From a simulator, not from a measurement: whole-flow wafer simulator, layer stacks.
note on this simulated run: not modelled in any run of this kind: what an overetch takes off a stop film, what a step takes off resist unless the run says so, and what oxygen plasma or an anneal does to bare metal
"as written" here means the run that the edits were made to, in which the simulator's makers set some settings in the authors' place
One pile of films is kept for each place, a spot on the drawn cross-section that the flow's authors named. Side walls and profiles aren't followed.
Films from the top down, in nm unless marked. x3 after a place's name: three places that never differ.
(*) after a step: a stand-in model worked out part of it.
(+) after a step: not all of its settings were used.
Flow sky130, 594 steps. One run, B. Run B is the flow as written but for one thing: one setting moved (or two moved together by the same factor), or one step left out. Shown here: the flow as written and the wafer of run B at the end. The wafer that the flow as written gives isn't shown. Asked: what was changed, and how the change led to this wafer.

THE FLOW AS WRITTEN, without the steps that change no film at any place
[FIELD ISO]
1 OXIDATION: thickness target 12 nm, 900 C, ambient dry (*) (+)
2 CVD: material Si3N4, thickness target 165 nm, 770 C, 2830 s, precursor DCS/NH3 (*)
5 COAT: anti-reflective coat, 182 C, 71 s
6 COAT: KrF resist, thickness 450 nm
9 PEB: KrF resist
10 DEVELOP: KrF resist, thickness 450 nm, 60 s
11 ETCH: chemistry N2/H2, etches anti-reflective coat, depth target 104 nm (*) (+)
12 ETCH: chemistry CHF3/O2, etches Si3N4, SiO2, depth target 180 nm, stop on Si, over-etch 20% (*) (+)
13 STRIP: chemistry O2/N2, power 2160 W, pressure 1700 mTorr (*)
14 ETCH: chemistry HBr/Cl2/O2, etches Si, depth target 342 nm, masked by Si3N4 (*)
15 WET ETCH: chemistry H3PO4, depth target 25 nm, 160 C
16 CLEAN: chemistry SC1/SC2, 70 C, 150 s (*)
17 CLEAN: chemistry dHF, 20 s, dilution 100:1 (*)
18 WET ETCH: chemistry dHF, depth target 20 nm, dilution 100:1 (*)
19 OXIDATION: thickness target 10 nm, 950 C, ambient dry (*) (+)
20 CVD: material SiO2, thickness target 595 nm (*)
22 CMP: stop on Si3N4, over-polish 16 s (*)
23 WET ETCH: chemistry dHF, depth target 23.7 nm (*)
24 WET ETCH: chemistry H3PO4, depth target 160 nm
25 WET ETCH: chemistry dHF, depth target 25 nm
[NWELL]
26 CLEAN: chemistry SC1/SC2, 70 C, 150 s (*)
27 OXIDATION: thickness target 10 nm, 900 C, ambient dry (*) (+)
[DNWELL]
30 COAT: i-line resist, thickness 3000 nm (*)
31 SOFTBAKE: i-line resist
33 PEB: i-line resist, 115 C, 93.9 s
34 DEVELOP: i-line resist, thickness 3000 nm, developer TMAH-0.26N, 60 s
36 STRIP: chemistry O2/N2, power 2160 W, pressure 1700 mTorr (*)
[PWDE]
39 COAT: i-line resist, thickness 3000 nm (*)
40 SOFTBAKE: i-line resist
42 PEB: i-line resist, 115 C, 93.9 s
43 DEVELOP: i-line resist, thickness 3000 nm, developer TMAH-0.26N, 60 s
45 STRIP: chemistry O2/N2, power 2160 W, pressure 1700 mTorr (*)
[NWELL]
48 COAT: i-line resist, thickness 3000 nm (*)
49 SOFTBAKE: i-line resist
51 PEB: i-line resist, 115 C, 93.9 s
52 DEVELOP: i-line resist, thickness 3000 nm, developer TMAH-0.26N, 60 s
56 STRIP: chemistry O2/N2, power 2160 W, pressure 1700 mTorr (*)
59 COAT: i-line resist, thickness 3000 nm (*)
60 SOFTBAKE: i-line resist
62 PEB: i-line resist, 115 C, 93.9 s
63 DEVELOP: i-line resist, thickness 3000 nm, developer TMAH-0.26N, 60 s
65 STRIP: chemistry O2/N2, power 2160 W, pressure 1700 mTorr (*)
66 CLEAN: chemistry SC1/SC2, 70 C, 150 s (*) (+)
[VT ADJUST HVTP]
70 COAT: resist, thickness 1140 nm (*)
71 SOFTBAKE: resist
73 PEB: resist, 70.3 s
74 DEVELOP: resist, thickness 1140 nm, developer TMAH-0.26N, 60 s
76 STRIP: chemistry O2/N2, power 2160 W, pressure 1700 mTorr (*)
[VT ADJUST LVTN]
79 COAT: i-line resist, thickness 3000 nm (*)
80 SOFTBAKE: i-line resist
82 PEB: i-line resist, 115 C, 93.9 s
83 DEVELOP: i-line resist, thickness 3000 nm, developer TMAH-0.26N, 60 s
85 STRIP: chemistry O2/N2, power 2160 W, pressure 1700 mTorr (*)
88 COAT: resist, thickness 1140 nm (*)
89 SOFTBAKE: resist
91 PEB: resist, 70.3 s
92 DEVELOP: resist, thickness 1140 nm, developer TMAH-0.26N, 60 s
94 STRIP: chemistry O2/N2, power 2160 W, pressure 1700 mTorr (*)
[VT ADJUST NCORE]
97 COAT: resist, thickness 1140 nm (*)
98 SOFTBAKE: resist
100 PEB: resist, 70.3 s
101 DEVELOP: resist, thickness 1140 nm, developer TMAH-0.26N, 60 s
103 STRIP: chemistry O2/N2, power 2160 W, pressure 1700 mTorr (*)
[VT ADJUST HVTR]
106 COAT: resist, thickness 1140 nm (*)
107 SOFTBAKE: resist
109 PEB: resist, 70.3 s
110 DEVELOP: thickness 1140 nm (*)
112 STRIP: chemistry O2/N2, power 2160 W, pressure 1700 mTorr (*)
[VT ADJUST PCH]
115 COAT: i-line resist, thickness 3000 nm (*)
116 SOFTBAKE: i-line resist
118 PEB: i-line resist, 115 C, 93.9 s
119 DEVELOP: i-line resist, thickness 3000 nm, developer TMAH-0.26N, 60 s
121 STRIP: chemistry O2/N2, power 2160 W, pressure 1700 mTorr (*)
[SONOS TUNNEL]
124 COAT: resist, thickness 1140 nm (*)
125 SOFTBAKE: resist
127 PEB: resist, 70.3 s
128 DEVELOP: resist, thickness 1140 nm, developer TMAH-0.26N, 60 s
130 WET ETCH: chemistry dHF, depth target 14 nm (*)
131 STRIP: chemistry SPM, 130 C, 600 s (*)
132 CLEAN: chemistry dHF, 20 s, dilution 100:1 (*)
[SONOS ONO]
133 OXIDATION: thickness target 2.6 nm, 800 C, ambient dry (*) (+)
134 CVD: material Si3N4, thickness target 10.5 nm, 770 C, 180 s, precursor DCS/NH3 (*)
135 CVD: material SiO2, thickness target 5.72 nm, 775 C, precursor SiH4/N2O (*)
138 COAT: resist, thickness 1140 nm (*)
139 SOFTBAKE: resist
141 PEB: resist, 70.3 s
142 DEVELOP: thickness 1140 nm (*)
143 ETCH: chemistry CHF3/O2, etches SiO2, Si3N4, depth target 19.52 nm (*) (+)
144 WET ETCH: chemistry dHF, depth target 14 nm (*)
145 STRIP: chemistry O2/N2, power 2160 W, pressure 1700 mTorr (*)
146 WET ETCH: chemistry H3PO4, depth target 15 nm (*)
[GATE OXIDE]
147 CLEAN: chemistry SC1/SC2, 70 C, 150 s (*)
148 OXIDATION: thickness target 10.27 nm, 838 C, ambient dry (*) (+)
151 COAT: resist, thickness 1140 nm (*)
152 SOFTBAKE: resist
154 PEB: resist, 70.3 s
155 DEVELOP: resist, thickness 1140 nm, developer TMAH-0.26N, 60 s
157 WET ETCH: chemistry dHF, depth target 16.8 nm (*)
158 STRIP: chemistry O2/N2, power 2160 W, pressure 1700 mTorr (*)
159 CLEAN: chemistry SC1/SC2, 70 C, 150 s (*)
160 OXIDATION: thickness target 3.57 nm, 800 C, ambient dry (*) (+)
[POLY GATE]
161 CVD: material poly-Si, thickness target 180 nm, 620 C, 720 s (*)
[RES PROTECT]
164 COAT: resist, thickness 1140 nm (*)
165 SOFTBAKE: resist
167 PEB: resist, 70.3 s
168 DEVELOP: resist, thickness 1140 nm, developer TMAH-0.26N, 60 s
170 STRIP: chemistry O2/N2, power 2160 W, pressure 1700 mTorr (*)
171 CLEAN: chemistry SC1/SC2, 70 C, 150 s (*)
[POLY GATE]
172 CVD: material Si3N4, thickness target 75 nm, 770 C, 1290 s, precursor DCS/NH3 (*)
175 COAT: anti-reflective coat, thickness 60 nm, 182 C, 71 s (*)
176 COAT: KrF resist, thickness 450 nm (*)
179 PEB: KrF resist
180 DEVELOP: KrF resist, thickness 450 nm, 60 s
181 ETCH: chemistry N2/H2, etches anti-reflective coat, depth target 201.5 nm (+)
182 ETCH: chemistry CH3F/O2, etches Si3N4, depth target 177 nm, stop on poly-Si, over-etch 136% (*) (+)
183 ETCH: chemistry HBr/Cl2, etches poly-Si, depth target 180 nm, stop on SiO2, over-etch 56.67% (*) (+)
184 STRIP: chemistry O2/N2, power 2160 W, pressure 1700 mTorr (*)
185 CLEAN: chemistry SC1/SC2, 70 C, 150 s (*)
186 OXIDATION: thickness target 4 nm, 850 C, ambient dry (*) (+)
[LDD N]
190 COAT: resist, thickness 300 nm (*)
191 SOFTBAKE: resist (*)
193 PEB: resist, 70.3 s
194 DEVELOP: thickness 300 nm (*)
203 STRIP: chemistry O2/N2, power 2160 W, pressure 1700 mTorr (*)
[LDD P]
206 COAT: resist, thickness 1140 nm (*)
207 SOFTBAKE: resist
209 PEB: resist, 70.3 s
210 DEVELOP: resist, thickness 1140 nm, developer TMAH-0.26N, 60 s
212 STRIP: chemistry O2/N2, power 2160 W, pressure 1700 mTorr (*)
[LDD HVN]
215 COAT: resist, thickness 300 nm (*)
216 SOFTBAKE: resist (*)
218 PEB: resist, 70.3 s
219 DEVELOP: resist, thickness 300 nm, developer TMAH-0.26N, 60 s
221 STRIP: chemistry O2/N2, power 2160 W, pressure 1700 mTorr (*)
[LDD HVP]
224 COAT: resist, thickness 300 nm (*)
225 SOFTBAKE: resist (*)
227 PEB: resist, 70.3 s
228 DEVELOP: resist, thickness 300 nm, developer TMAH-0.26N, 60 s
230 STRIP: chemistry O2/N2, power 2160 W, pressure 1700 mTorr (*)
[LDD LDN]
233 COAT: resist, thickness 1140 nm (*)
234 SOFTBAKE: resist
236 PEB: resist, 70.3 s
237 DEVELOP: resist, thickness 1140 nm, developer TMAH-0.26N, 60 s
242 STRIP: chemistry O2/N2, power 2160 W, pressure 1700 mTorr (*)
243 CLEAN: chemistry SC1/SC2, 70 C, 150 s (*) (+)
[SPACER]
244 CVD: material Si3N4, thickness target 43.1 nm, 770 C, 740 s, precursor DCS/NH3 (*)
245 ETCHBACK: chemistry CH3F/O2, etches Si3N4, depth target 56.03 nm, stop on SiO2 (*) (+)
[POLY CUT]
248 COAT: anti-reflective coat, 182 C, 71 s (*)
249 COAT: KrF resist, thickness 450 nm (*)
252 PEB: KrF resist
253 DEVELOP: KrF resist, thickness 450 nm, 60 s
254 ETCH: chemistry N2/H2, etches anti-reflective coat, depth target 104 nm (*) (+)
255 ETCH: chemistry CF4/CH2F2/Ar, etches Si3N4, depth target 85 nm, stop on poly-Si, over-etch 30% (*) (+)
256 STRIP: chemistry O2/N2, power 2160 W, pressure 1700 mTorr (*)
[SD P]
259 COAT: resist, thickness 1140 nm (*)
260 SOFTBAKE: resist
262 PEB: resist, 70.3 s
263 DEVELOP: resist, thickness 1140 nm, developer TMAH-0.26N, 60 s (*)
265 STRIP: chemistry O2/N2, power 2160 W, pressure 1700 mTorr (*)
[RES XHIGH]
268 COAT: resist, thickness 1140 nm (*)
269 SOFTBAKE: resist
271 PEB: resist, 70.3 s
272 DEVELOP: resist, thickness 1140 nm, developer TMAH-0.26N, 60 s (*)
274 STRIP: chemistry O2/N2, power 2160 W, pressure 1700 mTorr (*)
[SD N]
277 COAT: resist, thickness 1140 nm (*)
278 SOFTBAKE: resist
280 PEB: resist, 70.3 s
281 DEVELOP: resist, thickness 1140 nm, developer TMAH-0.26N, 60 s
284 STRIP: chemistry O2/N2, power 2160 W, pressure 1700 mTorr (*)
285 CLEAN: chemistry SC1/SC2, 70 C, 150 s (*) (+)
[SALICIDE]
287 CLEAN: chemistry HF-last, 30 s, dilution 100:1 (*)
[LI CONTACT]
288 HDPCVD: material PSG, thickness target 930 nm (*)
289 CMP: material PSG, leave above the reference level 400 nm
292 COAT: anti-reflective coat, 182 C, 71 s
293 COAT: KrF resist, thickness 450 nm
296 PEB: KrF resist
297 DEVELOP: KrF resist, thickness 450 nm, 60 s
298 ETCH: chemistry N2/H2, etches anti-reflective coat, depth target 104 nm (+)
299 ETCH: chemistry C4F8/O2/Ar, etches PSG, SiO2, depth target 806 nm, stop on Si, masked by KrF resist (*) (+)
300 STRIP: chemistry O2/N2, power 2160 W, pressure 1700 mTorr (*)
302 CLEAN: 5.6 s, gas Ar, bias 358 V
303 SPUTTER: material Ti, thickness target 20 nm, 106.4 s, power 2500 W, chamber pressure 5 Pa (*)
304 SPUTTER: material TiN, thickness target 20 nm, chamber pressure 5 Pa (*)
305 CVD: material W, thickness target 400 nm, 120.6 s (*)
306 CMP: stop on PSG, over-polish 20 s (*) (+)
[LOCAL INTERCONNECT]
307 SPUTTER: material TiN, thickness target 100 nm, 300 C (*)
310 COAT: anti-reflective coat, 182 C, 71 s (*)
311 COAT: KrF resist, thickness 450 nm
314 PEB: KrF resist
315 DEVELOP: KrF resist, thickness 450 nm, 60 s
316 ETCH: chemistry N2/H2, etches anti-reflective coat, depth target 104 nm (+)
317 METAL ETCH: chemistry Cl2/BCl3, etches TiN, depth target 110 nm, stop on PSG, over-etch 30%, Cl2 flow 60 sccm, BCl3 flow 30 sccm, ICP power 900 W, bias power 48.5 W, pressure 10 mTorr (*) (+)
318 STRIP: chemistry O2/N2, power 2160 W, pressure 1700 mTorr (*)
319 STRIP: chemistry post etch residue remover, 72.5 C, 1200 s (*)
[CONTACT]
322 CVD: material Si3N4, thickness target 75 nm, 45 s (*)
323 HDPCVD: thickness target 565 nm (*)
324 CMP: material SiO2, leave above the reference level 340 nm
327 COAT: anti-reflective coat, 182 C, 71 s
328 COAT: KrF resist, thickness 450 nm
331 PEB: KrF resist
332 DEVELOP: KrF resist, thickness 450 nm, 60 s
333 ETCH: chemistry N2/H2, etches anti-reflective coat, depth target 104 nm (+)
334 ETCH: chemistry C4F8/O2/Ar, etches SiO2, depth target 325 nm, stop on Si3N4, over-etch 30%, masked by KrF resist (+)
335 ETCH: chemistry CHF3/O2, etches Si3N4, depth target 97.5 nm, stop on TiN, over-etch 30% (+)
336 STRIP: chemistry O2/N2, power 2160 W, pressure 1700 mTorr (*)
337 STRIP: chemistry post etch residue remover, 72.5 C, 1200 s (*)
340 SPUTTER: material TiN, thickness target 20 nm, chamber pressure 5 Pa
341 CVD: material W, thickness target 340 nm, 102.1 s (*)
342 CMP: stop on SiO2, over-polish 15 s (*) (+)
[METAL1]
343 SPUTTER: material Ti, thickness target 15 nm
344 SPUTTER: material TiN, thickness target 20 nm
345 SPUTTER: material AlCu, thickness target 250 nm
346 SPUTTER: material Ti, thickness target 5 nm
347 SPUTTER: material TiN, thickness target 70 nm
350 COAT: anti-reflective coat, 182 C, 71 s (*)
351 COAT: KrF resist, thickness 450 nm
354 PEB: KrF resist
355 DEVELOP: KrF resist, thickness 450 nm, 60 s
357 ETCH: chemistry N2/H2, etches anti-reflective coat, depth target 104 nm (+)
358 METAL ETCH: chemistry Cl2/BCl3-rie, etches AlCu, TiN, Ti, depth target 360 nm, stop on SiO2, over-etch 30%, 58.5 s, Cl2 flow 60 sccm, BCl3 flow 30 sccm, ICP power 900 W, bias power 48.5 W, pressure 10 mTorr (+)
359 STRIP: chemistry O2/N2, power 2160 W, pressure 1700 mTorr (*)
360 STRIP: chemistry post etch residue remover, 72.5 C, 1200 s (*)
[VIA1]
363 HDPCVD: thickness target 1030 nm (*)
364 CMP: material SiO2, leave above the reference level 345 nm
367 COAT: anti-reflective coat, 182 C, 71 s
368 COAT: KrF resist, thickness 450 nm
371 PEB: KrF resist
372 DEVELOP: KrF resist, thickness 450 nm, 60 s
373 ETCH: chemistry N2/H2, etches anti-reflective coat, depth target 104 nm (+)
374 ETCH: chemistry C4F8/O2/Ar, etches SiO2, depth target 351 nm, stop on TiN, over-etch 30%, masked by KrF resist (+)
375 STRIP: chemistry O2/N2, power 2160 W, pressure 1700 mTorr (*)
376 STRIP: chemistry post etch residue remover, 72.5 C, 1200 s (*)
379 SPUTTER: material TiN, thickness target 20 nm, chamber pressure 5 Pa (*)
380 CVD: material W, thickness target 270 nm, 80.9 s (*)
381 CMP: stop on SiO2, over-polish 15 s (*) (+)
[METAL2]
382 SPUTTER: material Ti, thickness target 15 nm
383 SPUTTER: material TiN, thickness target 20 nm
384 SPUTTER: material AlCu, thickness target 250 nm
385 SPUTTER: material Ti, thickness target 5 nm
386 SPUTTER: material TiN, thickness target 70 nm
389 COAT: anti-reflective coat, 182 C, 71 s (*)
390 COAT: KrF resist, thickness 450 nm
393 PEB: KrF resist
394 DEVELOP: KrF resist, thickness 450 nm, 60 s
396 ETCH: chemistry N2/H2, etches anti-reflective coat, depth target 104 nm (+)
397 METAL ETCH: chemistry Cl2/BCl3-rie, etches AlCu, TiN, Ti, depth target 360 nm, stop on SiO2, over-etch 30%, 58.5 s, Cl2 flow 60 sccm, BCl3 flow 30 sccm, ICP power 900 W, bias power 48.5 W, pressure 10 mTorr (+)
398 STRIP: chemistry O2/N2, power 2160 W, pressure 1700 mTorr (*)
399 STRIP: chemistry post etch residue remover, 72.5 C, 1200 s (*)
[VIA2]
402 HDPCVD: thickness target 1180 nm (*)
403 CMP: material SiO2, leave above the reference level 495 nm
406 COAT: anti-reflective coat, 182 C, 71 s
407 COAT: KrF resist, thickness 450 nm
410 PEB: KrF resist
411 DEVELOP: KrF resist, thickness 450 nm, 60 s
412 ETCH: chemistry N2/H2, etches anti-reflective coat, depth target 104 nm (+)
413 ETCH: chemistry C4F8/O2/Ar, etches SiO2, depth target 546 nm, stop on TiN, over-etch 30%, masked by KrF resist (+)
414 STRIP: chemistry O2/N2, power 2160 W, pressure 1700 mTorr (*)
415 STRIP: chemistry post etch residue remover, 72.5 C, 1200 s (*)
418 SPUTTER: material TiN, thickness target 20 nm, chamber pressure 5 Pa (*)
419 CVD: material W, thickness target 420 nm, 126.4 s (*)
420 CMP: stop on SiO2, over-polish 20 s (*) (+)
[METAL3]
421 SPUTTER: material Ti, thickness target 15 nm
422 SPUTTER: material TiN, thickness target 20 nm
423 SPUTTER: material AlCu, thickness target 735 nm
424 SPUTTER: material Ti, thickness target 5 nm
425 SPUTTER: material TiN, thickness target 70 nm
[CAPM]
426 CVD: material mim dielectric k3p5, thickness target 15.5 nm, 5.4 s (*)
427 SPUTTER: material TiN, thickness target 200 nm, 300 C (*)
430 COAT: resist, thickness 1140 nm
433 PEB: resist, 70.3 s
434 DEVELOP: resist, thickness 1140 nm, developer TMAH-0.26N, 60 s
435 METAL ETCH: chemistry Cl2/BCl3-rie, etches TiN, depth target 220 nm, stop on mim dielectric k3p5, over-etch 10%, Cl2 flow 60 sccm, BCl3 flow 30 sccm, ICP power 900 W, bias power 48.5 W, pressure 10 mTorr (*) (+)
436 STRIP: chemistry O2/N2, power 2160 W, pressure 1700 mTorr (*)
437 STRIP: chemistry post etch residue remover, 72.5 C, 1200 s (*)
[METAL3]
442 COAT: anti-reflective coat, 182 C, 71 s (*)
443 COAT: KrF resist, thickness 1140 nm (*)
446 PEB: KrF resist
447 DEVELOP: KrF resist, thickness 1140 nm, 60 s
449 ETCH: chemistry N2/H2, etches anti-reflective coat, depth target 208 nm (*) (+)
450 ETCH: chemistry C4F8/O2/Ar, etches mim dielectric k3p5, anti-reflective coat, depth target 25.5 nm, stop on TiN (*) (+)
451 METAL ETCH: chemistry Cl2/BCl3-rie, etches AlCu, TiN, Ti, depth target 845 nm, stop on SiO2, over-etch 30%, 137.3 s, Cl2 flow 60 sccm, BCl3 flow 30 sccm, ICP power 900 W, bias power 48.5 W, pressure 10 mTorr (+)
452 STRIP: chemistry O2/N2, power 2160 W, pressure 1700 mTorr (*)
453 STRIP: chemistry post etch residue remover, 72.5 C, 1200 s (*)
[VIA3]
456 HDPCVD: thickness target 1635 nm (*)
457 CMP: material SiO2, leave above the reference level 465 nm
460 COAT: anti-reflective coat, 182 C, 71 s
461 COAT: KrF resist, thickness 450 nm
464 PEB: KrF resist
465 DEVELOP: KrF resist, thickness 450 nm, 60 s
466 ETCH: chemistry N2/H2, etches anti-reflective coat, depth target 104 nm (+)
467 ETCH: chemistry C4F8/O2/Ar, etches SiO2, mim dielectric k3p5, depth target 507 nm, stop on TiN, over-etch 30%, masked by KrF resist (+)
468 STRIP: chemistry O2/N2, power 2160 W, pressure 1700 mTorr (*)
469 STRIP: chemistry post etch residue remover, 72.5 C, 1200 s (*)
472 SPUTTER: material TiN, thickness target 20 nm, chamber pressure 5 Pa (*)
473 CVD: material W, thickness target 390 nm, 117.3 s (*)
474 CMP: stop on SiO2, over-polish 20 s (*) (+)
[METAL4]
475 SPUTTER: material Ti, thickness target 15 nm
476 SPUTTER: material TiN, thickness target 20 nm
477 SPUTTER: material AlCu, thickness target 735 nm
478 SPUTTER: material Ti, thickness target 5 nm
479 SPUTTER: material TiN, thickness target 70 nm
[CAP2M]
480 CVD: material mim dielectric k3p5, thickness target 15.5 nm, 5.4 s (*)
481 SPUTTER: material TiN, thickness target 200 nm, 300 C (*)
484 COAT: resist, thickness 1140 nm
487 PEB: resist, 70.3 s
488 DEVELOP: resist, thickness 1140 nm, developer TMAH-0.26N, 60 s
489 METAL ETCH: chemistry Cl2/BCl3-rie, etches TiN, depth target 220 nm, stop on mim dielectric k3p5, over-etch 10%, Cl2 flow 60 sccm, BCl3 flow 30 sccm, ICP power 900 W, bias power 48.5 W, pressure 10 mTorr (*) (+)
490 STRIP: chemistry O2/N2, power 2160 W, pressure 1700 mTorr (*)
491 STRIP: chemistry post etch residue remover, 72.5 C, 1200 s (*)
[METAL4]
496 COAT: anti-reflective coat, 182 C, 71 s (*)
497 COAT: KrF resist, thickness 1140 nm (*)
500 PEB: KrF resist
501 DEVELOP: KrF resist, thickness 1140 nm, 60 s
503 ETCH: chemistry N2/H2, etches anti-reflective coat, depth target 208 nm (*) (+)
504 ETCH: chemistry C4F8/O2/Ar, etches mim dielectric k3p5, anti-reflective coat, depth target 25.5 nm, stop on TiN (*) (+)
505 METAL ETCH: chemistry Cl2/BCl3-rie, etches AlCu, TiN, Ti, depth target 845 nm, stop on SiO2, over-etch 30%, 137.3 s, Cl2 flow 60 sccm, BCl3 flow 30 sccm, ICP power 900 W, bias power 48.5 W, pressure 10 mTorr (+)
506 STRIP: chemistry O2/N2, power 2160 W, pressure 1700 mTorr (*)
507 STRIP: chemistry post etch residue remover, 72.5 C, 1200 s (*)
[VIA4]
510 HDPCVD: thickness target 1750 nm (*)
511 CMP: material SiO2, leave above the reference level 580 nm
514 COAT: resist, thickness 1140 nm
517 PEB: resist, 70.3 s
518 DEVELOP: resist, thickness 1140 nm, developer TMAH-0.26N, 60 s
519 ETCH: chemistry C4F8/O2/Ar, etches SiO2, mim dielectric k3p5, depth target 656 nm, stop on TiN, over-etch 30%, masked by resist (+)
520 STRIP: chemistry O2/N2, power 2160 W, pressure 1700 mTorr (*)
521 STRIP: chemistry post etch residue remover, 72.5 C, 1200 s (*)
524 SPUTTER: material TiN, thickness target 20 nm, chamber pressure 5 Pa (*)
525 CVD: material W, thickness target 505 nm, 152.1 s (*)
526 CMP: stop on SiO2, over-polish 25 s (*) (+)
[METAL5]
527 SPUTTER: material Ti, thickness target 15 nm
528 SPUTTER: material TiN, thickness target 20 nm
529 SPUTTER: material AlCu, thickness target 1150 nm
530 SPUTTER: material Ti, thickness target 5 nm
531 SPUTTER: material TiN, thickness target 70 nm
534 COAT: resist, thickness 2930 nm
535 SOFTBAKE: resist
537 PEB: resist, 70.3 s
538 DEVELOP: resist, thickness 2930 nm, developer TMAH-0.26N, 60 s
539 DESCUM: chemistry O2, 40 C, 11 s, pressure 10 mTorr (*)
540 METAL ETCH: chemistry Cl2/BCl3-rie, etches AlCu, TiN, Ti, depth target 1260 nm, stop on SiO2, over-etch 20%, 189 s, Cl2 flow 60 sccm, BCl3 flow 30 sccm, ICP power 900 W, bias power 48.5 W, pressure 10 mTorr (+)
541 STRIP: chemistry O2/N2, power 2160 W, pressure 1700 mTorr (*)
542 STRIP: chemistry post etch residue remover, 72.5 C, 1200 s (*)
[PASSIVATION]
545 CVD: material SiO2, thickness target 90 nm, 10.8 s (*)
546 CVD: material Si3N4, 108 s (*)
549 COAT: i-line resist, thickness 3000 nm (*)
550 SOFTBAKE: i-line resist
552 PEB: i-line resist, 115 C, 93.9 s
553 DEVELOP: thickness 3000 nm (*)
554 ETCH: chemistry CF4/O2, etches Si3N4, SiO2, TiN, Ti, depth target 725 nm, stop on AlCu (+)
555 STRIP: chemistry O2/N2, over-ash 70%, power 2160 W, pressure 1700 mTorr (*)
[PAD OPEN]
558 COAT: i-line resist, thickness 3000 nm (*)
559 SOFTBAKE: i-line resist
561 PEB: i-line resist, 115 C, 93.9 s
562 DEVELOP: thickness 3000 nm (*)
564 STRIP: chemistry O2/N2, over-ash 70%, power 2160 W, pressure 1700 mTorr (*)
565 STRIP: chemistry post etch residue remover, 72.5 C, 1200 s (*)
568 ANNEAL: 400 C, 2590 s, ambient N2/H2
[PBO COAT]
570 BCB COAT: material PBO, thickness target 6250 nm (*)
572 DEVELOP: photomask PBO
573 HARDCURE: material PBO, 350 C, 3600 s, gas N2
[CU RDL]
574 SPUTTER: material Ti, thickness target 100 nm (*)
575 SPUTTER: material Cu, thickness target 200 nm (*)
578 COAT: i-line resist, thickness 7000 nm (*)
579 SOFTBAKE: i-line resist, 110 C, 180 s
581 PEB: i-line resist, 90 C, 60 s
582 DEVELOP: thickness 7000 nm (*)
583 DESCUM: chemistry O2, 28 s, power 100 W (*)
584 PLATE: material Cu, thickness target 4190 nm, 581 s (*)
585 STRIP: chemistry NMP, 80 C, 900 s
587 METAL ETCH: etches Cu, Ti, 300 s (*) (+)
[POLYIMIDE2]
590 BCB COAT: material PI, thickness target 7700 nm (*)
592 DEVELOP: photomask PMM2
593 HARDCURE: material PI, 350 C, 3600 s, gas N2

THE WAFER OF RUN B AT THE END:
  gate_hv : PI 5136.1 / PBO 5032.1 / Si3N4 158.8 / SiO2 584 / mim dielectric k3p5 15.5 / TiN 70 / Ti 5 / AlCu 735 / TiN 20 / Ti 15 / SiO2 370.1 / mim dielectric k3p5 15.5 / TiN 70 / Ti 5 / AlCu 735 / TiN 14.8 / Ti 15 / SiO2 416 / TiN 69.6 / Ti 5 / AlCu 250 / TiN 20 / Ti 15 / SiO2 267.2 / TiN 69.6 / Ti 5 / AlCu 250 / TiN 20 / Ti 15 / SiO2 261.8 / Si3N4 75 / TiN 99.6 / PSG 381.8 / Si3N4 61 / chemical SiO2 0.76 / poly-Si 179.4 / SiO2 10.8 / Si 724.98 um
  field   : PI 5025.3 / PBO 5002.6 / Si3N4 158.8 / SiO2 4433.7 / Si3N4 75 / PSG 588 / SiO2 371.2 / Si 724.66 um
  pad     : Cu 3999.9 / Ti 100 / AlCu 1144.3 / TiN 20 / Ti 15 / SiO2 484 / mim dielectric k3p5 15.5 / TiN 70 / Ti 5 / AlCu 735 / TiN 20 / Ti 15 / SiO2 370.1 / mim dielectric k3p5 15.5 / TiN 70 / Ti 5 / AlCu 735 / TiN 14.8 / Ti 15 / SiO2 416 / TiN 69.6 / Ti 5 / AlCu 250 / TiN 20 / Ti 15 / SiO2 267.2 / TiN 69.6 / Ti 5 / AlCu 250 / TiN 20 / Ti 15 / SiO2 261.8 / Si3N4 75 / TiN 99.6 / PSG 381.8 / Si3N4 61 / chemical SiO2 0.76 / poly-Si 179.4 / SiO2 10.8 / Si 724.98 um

The cause: step 422, SPUTTER: thickness target 14.8 nm was run, where the flow has thickness target 20 nm.
It can be read off the wafer: gate_hv has TiN 14.8, and step 422 as written asks for 20 nm.

How the change led to this, step by step:
  422 SPUTTER: material TiN, thickness target 20 nm
      field, active, n_well and 188 more: TiN +14.8 (new film) (as written it would be: TiN +20 (new film))
  451 METAL ETCH: chemistry Cl2/BCl3-rie, etches AlCu, TiN, Ti, depth target 845 nm, stop on SiO2, over-etch 30%, 137.3 s, Cl2 flow 60 sccm, BCl3 flow 30 sccm, ICP power 900 W, bias power 48.5 W, pressure 10 mTorr (+)
      field, gate, spacer and 68 more: TiN -70 (all of it), Ti -5 (all of it), AlCu -735 (all of it), TiN -14.8 (all of it), Ti -15 (all of it), SiO2 -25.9 (as written it would be: TiN -70 (all of it), Ti -5 (all of it), AlCu -735 (all of it), TiN -20 (all of it), Ti -15 (all of it), SiO2 -25.4)
      active, vpp_ln, vpp_iso2 and 11 more: TiN -70 (all of it), Ti -5 (all of it), AlCu -735 (all of it), TiN -14.8 (all of it), Ti -15 (all of it), SiO2 -25.9 (as written it would be: TiN -70 (all of it), Ti -5 (all of it), AlCu -735 (all of it), TiN -20 (all of it), Ti -15 (all of it), SiO2 -25.3)
